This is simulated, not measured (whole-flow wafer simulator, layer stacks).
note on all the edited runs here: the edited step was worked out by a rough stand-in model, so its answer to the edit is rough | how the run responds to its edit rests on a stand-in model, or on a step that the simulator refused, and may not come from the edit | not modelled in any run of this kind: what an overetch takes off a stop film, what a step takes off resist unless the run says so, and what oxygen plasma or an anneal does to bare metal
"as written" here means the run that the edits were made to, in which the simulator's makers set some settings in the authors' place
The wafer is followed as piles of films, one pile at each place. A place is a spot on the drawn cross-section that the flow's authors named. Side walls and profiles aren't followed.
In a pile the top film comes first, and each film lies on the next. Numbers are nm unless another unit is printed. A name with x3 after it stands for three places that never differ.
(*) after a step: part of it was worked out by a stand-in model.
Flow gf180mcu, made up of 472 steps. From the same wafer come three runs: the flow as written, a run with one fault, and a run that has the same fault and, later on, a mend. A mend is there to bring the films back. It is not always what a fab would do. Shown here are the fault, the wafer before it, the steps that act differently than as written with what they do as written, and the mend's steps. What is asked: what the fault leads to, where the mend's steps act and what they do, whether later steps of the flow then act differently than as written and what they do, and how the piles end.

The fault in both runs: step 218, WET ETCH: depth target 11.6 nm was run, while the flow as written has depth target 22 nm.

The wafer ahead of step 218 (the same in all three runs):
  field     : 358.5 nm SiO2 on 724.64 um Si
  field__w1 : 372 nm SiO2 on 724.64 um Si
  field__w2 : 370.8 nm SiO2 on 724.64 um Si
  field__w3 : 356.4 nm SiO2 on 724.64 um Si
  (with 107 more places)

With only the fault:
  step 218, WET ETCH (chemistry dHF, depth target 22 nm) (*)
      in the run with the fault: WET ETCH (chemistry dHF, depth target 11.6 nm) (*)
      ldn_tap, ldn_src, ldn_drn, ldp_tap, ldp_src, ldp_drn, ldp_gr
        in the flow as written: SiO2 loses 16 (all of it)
        in the run with the fault: SiO2 loses 12.1
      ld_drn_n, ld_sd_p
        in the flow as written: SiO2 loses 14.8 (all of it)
        in the run with the fault: SiO2 loses 11.8
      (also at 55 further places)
  Steps later in the flow that act otherwise than as written (5 more steps, not shown, differ only slightly: by at most 2% or 0.5 nm, whichever is larger):
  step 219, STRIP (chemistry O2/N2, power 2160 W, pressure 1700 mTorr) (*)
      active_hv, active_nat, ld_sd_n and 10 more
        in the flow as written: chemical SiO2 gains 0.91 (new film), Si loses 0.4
        in the run with the fault: nothing
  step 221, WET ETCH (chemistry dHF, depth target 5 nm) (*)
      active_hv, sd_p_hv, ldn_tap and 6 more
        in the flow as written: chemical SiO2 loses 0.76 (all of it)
        in the run with the fault: SiO2 loses 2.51
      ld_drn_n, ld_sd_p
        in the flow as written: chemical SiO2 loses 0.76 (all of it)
        in the run with the fault: SiO2 loses 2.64 (all of it)
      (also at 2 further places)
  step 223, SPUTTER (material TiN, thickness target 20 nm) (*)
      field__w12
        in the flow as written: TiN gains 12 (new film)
        in the run with the fault: TiN gains 12.6 (new film)
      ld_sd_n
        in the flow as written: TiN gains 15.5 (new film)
        in the run with the fault: TiN gains 16.3 (new film)
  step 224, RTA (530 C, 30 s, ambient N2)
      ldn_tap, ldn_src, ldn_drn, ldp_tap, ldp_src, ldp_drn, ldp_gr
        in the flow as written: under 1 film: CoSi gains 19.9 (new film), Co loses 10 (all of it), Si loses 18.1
        in the run with the fault: nothing
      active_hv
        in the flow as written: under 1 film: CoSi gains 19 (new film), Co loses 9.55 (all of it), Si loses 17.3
        in the run with the fault: nothing
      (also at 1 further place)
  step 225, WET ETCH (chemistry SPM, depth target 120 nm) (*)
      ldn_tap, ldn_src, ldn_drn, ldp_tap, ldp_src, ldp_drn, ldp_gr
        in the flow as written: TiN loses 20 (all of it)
        in the run with the fault: TiN loses 20 (all of it), Co loses 10 (all of it)
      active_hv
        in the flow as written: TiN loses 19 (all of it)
        in the run with the fault: TiN loses 19 (all of it), Co loses 9.55 (all of it)
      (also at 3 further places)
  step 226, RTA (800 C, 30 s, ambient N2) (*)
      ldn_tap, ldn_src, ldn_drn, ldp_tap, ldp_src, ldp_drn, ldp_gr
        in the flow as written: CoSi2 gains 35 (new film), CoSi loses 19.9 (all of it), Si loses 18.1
        in the run with the fault: nothing
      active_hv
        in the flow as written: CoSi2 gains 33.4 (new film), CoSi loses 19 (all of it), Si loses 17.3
        in the run with the fault: nothing
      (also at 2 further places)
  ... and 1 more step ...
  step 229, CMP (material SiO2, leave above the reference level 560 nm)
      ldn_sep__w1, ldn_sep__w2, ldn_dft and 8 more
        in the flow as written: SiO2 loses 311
        in the run with the fault: SiO2 loses 322.5
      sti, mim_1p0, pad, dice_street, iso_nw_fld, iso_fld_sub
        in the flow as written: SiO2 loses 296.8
        in the run with the fault: SiO2 loses 308.3
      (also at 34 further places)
  By the end, the piles at active_hv, ld_sd_p, sd_p_hv and 7 more depart from the flow's by more than 2% or 0.5 nm, whichever is larger.
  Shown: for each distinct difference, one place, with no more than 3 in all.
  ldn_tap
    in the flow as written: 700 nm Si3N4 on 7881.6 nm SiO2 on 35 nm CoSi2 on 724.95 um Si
    in the run with the fault: 700 nm Si3N4 on 7879.7 nm SiO2 on 724.98 um Si
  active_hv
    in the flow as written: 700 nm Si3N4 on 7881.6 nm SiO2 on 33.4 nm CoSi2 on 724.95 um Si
    in the run with the fault: 700 nm Si3N4 on 7879.7 nm SiO2 on 724.98 um Si
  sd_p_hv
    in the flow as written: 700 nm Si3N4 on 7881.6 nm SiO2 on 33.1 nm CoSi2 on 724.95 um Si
    in the run with the fault: 700 nm Si3N4 on 7879.7 nm SiO2 on 724.98 um Si

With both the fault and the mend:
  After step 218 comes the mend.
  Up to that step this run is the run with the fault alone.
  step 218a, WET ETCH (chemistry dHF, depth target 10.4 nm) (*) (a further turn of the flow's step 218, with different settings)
      field, field__w1, field__w2 and 47 more
        SiO2 loses 10.4
      ldn_tap, ldn_src, ldn_drn, ldp_tap, ldp_src, ldp_drn, ldp_gr
        SiO2 loses 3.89 (all of it)
      ld_drn_n, ld_sd_p
        SiO2 loses 2.98 (all of it)
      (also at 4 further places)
  None of the later steps of the flow differs from how it acts as written, at any place that is followed, by more than 2% or 0.5 nm, whichever is larger.
  When the end is reached, the piles differ only a little from the flow's at the places that both follow, at most by 2% or 0.5 nm, whichever is larger.
